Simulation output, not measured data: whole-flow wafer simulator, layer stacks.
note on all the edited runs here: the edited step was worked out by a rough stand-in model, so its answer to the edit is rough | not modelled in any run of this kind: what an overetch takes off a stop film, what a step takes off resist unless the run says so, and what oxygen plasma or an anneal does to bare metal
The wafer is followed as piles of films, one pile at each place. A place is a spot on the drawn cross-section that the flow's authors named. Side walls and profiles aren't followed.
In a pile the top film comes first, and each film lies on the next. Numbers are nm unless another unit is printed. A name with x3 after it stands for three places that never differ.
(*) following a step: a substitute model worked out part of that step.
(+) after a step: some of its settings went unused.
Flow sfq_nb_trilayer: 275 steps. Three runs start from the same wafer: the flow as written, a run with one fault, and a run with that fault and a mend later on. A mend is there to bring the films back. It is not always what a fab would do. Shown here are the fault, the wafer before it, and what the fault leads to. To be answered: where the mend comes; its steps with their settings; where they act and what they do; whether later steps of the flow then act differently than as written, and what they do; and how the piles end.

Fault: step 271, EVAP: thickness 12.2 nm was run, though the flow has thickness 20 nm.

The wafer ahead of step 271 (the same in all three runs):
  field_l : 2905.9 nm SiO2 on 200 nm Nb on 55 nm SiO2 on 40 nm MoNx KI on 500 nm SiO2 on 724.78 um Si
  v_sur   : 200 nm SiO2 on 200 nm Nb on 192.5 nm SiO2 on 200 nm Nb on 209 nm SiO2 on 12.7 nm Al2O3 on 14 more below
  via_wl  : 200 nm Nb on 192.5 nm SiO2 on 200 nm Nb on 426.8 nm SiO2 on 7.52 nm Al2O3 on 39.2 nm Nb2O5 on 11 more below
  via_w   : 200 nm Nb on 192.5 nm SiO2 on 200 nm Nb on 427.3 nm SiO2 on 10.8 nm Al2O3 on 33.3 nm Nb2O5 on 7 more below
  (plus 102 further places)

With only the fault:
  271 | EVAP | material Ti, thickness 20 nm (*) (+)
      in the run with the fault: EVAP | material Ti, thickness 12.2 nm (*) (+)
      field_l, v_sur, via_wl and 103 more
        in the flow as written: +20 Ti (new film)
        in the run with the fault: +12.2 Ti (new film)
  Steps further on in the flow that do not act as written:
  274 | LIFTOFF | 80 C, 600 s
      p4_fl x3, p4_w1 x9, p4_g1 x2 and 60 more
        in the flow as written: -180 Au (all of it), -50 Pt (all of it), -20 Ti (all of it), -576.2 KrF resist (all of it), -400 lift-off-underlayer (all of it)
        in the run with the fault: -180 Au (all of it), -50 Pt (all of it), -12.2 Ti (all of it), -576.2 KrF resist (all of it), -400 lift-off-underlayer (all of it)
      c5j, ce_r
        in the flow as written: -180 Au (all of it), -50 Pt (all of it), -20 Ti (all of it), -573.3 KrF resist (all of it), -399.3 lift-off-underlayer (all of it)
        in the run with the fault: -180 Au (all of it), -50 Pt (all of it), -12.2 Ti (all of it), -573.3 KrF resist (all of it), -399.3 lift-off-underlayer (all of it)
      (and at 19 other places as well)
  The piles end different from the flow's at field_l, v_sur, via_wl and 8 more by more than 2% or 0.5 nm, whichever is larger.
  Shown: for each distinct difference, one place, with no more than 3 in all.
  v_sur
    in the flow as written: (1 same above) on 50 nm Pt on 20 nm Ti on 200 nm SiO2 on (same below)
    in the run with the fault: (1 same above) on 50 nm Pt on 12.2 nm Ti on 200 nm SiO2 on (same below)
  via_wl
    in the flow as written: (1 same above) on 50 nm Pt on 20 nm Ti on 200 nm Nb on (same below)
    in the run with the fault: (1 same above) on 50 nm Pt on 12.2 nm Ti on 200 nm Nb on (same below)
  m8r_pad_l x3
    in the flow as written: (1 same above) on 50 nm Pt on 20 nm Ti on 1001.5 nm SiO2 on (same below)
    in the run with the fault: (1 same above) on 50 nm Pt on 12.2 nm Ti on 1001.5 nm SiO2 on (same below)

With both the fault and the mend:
  After step 271 comes the mend.
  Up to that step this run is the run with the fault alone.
  271a | EVAP | material Ti, thickness 7.8 nm (*) (+) (the flow's step 271 again, with other settings)
      field_l, v_sur, via_wl and 103 more
        +7.8 Ti
  Later steps of the flow that are run all act as written at every place that is followed.
  At every place that both follow, the piles at the end match the flow's.
